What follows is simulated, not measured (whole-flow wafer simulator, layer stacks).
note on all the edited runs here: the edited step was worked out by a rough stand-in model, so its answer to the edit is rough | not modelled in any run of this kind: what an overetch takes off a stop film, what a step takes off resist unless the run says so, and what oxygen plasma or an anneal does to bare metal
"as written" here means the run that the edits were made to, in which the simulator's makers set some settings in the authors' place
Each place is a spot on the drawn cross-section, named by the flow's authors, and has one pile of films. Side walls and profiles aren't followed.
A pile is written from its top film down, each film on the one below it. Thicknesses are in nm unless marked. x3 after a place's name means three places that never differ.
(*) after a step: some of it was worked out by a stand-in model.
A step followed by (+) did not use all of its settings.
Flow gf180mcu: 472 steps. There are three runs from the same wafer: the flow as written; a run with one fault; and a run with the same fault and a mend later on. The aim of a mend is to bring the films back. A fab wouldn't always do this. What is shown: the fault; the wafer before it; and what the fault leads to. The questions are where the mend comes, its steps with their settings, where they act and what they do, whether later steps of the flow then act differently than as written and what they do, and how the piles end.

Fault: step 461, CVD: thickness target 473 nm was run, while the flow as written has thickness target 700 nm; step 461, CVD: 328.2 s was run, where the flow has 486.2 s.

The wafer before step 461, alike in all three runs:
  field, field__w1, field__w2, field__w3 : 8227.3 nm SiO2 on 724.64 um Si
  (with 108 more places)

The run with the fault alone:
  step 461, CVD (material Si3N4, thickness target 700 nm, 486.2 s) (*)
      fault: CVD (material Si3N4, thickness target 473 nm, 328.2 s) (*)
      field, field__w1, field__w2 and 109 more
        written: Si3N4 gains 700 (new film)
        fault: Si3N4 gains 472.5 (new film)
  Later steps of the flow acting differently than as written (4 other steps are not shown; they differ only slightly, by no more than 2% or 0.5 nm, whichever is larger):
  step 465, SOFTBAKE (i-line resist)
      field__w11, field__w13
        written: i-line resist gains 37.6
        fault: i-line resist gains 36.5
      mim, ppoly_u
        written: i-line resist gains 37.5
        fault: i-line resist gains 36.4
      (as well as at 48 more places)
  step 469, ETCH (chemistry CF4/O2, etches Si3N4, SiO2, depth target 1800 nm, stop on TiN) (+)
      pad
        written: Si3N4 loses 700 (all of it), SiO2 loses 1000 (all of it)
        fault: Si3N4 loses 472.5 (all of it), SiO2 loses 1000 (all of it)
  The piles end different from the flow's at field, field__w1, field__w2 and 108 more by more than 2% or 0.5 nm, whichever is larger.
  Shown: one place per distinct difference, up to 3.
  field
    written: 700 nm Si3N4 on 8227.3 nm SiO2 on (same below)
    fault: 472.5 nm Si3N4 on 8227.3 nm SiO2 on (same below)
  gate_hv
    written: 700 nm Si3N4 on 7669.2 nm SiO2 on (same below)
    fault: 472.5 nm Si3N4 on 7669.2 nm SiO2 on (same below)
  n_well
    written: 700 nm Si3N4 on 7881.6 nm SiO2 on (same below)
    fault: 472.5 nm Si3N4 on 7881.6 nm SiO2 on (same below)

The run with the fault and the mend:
  The mend stands after step 468.
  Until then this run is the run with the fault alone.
  step 468a, STRIP (chemistry O2/N2, power 2160 W, pressure 1700 mTorr) (*)
      iso_ptap_pw, iso_ntap_nw, iso_nw_fld and 33 more
        i-line resist loses 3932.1 (all of it)
      p_well, sti, spacer, sd_n, mim_1p0, dice_street
        i-line resist loses 3938.1 (all of it)
      field__w2, field__w3, field__w6
        i-line resist loses 3985 (all of it)
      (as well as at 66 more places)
  step 468b, CVD (material Si3N4, thickness target 227 nm, 157.7 s) (*) (the flow's step 461, run once more with other settings)
      field, field__w1, field__w2 and 109 more
        Si3N4 gains 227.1
  step 468c, HMDS (120 C, 60 s) (the flow's step 463, run once more)
      alters no film at any place that is followed
  step 468d, COAT (i-line resist, thickness 4000 nm) (*) (the flow's step 464, run once more)
      iso_ptap_pw, iso_ntap_nw, iso_nw_fld and 33 more
        i-line resist gains 4000 (new film)
      field__w5, field__w9, field__w11, field__w13, gate_p_hv, nplus_u
        i-line resist gains 4017 (new film)
      p_well, sti, spacer, sd_n, mim_1p0, dice_street
        i-line resist gains 4006.3 (new film)
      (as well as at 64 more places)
  step 468e, SOFTBAKE (i-line resist) (the flow's step 465, run once more)
      field__w11, field__w13, mim, ppoly_u
        i-line resist gains 37.5
      ld_fp_p, ld_drift_p, ld_drn_p
        i-line resist gains 33.8
      field__w2, field_sub__w3
        i-line resist gains 33.3
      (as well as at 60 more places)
  step 468f, EXPOSE (photomask Pad) (the flow's step 466, run once more)
      alters no film at any place that is followed
  step 468g, PEB (i-line resist, 115 C, 93.9 s) (the flow's step 467, run once more)
      iso_ptap_pw, iso_ntap_nw, iso_nw_fld and 33 more
        i-line resist loses 67.9
      field, field__w2, field__w3 and 25 more
        i-line resist loses 68.8
      field_sub, field_sub__w1, field_sub__w2 and 23 more
        i-line resist loses 68.7
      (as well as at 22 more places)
  step 468h, DEVELOP (thickness 4000 nm) (*) (the flow's step 468, run once more)
      field__w7, field__w9, field_sub__w1 and 13 more
        i-line resist loses 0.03
      pad
        i-line resist loses 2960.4 (all of it)
  Later steps of the flow that are run all act as written at every place that is followed, up to a difference of at most 2% or 0.5 nm, whichever is larger.
  At the end the piles are close to the flow's at the places that both follow, differing by at most 2% or 0.5 nm, whichever is larger.
